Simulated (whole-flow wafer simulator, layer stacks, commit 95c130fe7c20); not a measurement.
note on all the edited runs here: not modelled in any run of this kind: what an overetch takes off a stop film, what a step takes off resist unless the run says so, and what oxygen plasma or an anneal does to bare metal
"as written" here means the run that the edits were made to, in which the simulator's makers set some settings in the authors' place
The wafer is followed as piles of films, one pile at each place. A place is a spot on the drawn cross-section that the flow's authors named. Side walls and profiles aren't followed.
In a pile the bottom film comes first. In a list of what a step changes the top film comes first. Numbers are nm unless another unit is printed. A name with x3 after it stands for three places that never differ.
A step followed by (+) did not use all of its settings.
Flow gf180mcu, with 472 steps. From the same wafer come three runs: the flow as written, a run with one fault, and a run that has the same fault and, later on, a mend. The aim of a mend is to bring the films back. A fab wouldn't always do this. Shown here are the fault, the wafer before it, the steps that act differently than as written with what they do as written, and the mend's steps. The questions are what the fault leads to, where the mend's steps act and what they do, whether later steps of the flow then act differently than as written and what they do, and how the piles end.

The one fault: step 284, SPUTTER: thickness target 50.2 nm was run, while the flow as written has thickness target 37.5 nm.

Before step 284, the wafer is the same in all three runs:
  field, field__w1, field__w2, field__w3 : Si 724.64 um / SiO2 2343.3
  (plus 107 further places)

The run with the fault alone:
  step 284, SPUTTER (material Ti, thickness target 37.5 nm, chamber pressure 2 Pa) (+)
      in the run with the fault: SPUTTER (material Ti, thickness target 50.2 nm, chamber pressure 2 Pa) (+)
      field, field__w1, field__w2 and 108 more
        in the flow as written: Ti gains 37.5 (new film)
        in the run with the fault: Ti gains 50.2 (new film)
  Steps further on in the flow that do not act as written:
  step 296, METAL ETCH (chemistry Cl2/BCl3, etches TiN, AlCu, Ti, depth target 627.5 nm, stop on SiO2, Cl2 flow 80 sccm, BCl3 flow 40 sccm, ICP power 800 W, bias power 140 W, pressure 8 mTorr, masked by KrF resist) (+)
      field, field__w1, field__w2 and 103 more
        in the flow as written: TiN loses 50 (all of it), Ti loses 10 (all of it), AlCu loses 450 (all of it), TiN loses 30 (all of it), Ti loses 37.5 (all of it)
        in the run with the fault: TiN loses 50 (all of it), Ti loses 10 (all of it), AlCu loses 450 (all of it), TiN loses 30 (all of it), Ti loses 50.2 (all of it)
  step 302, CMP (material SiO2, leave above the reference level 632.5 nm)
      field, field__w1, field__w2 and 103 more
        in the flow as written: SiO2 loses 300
        in the run with the fault: SiO2 loses 287.3
  The piles end different from the flow's at field__w8, contact, m1, m1__w1, m1_nw by more than 2% or 0.5 nm, whichever is larger.
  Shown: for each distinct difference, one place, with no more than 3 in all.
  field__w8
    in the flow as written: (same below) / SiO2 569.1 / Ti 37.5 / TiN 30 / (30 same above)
    in the run with the fault: (same below) / SiO2 569.1 / Ti 50.2 / TiN 30 / (30 same above)
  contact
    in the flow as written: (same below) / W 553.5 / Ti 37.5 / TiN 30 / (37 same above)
    in the run with the fault: (same below) / W 553.5 / Ti 50.2 / TiN 30 / (37 same above)

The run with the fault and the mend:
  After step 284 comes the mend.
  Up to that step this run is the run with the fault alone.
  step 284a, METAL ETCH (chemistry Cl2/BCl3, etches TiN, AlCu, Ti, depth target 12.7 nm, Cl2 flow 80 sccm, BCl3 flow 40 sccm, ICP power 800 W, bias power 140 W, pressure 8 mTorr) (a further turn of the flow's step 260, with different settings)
      field, field__w1, field__w2 and 108 more
        Ti loses 12.7
  Later steps of the flow that are run all act as written at every place that is followed.
  At every place that both follow, the piles at the end match the flow's.
